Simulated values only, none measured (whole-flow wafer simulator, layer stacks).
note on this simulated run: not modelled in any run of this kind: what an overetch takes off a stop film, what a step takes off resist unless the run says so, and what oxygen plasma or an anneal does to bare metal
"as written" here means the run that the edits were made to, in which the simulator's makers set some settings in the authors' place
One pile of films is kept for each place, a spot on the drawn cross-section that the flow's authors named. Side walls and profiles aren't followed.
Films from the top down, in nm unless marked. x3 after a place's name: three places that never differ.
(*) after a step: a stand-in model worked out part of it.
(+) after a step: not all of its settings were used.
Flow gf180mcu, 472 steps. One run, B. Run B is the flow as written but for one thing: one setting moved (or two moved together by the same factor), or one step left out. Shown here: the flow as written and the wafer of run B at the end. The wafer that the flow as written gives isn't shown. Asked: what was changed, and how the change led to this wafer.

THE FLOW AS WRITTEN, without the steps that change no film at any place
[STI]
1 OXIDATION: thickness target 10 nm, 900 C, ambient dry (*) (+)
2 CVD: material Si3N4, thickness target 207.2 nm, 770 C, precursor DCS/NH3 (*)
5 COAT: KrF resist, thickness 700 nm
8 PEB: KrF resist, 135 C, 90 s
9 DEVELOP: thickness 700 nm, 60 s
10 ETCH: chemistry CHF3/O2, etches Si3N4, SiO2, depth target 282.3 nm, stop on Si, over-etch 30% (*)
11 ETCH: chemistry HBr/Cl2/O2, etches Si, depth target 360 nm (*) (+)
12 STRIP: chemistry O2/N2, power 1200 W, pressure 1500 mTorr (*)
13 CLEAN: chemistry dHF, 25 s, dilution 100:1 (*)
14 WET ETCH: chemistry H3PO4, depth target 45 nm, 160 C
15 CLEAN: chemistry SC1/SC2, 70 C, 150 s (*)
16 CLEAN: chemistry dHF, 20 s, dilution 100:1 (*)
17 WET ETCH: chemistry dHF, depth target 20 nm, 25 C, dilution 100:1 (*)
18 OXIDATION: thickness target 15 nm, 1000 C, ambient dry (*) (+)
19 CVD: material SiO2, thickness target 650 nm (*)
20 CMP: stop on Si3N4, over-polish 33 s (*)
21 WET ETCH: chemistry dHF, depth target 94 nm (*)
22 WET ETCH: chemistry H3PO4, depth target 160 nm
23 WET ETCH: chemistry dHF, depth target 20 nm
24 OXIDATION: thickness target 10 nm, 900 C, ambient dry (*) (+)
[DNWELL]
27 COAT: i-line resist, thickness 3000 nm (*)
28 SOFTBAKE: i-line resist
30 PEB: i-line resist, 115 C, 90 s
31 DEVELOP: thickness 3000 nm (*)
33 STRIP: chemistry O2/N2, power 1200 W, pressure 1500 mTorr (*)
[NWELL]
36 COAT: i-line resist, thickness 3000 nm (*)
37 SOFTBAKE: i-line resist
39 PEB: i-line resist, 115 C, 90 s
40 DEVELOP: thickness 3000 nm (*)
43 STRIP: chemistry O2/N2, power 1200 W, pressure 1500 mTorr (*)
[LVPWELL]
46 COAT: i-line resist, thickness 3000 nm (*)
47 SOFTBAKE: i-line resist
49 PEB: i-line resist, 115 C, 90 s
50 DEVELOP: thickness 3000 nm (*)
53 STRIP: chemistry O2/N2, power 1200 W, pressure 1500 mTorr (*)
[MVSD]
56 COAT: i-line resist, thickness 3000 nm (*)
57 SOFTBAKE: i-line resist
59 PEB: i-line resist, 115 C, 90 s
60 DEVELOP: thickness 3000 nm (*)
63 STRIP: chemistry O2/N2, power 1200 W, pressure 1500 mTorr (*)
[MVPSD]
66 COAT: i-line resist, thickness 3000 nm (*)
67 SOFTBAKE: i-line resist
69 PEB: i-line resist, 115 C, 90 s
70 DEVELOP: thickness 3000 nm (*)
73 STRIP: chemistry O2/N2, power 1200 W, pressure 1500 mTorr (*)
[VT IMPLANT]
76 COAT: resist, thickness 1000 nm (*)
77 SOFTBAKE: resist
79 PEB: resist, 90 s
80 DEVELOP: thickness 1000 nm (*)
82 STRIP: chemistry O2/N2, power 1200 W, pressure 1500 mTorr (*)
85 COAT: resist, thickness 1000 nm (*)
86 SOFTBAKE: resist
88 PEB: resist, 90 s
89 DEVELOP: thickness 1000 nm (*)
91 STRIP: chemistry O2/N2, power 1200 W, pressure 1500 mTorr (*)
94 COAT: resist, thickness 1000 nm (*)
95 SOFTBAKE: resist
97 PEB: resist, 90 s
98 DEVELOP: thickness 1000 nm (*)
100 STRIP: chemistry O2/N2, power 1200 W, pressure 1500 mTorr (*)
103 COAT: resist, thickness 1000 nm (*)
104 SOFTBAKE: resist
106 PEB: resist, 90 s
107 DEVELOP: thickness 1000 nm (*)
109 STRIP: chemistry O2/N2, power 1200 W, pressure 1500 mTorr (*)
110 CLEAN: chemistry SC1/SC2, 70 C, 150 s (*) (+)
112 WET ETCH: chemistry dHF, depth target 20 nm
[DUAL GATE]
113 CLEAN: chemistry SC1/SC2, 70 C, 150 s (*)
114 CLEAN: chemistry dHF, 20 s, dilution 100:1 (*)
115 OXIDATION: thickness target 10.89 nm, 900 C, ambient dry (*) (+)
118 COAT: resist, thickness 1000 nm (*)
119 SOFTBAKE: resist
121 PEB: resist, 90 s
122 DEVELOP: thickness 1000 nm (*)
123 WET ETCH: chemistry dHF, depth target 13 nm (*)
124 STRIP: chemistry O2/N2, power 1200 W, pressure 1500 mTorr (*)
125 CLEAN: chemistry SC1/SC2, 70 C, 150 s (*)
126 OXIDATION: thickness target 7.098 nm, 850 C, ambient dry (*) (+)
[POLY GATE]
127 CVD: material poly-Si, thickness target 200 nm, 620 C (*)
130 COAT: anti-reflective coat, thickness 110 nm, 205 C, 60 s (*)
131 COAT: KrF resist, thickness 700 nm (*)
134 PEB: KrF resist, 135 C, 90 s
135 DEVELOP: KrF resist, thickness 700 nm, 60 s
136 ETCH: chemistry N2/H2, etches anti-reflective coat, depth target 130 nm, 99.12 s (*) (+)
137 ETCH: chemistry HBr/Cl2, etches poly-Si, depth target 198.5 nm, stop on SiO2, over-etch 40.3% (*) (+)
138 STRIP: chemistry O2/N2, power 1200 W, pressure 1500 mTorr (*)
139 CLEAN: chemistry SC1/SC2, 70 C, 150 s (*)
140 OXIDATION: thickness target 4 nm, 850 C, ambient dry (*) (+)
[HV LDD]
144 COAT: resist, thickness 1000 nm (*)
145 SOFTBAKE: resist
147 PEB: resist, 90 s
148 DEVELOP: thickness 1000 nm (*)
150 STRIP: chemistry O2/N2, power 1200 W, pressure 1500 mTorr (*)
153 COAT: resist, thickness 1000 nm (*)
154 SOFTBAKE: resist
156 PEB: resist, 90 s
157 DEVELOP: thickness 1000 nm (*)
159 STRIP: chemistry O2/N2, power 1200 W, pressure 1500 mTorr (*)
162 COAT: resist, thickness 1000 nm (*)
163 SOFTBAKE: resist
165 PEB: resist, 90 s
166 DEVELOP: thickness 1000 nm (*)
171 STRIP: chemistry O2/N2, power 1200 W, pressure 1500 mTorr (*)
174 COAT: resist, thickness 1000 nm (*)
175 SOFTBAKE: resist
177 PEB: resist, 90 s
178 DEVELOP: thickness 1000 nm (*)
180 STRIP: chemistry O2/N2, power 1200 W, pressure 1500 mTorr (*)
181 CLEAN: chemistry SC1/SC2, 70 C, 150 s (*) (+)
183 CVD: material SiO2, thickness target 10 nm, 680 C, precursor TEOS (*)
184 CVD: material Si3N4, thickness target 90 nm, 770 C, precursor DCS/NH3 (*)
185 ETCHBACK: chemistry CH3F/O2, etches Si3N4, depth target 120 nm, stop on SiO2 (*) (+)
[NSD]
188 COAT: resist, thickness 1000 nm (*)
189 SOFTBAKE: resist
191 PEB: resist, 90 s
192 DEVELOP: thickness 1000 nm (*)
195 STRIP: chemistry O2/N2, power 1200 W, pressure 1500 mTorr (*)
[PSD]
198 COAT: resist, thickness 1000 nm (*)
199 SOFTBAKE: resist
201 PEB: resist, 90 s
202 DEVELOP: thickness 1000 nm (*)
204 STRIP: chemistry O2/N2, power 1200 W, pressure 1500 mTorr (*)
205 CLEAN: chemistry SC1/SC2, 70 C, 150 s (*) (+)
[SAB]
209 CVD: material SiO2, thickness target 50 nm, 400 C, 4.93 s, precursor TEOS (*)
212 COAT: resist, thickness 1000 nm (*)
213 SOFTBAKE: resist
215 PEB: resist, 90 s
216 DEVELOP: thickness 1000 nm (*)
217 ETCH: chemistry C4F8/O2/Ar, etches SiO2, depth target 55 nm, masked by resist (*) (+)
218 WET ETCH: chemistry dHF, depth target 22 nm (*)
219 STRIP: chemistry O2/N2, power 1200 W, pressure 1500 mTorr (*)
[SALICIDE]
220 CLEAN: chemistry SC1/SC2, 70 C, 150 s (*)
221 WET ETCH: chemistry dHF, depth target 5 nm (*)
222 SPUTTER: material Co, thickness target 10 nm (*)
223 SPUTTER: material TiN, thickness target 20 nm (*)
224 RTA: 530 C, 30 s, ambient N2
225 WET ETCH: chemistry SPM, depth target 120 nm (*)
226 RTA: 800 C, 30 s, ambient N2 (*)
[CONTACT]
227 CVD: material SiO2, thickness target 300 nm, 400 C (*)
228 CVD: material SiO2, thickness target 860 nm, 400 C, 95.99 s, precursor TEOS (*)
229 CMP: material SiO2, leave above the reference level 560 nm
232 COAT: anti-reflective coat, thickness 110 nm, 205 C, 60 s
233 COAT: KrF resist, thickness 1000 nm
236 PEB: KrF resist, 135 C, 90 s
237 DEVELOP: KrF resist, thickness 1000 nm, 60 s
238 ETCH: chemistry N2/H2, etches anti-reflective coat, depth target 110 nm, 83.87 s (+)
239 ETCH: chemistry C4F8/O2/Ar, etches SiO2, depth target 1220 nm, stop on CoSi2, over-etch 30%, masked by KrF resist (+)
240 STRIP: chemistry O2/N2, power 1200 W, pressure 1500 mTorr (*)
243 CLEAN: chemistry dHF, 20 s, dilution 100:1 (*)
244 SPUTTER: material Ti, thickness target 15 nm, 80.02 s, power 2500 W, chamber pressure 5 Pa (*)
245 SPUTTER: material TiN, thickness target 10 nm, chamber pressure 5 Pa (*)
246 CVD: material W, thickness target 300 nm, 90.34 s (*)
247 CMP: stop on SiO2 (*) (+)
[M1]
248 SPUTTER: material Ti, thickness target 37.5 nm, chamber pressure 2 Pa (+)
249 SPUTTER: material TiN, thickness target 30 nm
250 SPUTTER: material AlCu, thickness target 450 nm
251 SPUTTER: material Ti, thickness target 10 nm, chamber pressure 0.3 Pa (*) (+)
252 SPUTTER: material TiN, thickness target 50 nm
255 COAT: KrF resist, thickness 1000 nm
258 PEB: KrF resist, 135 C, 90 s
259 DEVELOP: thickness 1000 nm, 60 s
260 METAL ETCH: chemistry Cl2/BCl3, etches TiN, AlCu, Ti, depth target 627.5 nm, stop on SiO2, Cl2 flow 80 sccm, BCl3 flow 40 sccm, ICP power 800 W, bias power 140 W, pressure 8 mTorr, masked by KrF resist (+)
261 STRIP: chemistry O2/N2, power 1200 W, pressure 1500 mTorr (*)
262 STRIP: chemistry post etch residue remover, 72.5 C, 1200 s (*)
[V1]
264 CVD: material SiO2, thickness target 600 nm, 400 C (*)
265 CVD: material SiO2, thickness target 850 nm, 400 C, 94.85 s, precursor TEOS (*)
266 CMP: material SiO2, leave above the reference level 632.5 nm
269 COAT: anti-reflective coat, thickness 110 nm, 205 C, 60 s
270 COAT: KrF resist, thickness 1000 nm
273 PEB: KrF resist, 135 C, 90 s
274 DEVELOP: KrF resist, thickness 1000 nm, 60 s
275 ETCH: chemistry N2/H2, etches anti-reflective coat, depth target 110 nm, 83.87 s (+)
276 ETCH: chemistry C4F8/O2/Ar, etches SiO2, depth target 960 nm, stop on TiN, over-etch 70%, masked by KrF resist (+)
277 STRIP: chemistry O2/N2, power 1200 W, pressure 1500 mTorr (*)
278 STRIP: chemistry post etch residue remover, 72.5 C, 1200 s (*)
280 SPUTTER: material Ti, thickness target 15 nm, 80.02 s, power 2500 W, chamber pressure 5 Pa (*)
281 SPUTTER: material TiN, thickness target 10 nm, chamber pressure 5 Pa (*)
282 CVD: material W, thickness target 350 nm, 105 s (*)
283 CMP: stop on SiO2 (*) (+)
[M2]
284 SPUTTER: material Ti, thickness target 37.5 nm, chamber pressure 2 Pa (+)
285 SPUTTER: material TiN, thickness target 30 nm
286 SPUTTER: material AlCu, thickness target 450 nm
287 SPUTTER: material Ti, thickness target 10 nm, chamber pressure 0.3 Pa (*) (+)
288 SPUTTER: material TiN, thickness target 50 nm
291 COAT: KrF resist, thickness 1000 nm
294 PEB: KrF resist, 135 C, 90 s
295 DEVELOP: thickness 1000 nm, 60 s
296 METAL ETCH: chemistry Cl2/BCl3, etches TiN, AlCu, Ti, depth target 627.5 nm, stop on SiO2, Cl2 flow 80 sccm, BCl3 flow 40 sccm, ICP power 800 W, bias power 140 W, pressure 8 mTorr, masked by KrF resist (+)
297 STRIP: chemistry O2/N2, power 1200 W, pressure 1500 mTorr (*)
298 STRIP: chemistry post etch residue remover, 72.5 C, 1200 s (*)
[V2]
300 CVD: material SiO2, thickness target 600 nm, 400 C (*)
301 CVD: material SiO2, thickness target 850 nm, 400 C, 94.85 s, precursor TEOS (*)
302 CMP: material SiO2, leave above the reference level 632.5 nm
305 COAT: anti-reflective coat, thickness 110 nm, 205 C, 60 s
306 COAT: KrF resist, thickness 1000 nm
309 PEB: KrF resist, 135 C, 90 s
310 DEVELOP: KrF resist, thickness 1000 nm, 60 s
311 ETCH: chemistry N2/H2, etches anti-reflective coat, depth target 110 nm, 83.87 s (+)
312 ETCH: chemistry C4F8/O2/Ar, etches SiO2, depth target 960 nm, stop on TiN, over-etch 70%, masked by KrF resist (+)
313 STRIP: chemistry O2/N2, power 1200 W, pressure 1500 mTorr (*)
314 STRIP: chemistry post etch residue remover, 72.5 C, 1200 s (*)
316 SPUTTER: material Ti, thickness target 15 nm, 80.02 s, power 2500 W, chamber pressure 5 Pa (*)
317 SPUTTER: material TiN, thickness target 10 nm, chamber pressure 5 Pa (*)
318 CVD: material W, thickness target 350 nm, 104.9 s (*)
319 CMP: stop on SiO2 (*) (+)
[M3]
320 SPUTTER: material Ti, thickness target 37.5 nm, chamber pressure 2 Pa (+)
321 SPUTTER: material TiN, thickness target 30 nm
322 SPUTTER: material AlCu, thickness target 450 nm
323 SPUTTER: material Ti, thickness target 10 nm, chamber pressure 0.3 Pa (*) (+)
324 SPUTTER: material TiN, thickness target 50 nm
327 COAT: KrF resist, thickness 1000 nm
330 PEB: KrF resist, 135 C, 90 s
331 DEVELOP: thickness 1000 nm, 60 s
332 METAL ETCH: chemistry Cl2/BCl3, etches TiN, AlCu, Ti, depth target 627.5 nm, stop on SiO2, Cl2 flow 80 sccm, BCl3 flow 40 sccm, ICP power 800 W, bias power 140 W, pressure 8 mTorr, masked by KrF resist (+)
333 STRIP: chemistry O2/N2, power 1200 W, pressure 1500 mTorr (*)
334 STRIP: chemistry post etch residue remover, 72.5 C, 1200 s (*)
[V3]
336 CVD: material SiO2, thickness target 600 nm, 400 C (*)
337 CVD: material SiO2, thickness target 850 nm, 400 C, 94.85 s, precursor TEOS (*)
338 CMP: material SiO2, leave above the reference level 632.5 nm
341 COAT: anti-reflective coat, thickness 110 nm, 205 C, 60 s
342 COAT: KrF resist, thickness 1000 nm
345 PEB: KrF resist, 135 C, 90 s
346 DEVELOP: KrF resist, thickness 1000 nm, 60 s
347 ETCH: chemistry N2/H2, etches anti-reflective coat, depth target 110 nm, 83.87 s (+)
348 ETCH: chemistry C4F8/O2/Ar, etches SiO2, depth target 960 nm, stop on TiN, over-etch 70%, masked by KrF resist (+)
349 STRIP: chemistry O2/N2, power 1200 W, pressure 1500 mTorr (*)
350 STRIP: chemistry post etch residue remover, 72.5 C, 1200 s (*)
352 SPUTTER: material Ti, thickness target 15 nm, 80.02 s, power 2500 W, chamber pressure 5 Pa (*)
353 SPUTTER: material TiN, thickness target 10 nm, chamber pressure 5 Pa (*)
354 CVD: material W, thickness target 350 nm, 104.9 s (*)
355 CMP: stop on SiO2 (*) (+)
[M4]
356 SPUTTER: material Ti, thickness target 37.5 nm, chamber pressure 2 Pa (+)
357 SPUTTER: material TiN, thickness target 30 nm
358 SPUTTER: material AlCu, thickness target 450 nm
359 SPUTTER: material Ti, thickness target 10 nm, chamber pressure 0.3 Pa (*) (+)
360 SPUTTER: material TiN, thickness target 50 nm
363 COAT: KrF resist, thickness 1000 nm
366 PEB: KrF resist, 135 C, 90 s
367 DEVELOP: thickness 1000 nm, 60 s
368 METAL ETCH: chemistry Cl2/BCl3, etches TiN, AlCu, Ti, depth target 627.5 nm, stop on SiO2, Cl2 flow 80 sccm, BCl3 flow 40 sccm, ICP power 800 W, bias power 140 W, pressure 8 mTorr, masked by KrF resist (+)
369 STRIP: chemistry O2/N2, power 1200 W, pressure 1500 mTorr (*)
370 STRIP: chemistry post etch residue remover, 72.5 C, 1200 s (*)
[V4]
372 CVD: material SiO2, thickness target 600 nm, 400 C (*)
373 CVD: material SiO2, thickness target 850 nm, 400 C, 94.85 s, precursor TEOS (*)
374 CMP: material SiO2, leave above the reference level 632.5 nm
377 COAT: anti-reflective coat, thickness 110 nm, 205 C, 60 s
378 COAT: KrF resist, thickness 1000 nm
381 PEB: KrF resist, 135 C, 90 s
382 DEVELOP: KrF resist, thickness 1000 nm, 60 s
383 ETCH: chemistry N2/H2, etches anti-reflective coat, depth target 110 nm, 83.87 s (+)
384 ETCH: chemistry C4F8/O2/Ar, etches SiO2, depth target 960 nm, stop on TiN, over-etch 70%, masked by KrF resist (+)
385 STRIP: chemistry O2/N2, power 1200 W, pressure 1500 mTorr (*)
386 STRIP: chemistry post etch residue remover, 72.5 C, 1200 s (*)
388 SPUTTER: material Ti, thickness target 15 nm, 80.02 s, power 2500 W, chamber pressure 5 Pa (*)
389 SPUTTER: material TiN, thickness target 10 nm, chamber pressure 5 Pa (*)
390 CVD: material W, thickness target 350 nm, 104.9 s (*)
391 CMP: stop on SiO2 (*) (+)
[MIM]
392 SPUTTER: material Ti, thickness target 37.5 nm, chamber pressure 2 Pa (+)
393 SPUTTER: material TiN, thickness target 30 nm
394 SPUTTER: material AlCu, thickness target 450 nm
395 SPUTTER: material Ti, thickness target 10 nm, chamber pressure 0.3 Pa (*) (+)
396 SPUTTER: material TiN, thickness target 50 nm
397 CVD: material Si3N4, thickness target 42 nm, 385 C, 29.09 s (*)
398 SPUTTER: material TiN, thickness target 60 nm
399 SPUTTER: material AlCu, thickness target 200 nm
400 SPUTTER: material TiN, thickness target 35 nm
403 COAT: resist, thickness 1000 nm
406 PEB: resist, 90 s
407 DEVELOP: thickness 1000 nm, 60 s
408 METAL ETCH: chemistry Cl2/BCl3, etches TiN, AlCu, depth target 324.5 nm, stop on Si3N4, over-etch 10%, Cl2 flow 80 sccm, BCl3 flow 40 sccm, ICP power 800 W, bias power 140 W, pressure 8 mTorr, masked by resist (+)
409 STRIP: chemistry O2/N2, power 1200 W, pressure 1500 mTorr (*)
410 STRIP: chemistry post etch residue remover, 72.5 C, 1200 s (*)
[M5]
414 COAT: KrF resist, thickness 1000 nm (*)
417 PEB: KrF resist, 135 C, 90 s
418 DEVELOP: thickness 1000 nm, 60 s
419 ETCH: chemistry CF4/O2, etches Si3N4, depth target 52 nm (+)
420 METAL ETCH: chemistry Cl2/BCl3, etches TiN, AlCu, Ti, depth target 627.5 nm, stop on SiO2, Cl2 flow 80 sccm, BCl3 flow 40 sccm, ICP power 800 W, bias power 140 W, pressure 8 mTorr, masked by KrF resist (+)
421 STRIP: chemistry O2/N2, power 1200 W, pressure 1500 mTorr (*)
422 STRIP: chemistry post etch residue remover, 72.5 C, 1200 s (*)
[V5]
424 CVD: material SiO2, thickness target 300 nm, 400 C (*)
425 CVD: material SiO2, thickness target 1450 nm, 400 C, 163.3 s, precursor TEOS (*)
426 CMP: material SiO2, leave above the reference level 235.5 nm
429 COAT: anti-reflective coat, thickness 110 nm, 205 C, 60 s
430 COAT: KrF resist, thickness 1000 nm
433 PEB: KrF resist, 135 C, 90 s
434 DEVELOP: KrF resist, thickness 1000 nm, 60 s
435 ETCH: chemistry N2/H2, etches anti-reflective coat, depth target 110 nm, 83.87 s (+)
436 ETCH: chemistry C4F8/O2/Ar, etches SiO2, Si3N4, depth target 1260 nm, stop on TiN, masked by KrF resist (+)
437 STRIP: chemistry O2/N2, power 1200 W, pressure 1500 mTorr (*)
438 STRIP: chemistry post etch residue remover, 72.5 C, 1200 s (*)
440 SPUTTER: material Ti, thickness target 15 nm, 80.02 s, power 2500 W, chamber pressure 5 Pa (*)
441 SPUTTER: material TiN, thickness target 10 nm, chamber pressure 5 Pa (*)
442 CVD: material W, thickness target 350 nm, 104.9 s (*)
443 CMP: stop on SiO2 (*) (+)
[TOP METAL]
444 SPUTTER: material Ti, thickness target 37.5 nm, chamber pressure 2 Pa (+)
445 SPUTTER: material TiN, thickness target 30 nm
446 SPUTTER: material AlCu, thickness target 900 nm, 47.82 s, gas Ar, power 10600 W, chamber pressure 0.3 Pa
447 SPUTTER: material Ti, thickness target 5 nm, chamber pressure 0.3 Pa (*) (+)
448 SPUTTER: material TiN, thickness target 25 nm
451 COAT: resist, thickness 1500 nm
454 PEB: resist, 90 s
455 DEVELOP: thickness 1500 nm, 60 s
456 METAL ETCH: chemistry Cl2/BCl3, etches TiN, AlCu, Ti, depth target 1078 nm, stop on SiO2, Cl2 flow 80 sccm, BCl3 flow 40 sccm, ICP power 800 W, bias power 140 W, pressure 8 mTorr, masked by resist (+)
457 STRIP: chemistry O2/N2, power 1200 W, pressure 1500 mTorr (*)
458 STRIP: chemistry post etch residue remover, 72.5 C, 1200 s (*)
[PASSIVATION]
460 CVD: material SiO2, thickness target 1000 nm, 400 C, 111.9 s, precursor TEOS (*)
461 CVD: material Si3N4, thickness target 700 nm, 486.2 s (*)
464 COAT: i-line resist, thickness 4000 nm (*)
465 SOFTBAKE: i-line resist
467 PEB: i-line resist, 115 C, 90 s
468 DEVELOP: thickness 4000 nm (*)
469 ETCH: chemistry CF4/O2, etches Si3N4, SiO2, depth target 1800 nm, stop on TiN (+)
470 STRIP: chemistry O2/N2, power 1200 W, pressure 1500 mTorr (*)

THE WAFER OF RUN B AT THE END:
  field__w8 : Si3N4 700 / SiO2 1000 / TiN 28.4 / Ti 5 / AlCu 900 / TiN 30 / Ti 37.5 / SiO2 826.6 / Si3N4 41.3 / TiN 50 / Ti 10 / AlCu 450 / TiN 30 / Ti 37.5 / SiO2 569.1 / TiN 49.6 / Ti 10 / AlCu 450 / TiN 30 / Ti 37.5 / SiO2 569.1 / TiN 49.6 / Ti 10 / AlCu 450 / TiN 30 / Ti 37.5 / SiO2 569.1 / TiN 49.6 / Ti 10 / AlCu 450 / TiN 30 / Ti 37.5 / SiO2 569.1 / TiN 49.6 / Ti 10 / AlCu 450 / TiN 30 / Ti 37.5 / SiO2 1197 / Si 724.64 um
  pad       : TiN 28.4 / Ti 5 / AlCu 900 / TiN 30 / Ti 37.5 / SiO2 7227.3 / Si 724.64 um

The cause: step 448, SPUTTER: thickness target 28.8 nm was run, where the flow has thickness target 25 nm.

How the change led to this, step by step:
  448 SPUTTER: material TiN, thickness target 25 nm
      field, field__w1, field__w2 and 109 more: TiN +28.8 (new film) (as written it would be: TiN +25 (new film))
  456 METAL ETCH: chemistry Cl2/BCl3, etches TiN, AlCu, Ti, depth target 1078 nm, stop on SiO2, Cl2 flow 80 sccm, BCl3 flow 40 sccm, ICP power 800 W, bias power 140 W, pressure 8 mTorr, masked by resist (+)
      field, field__w1, field__w2 and 103 more: TiN -28.8 (all of it), Ti -5 (all of it), AlCu -900 (all of it), TiN -30 (all of it), Ti -37.5 (all of it) (as written it would be: TiN -25 (all of it), Ti -5 (all of it), AlCu -900 (all of it), TiN -30 (all of it), Ti -37.5 (all of it))
  465 SOFTBAKE: i-line resist
      field__w11, field__w13: i-line resist +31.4 (as written it would be: i-line resist +37.9)
      field: i-line resist -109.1 (as written it would be: i-line resist -120.6)
      (and at 58 more places)
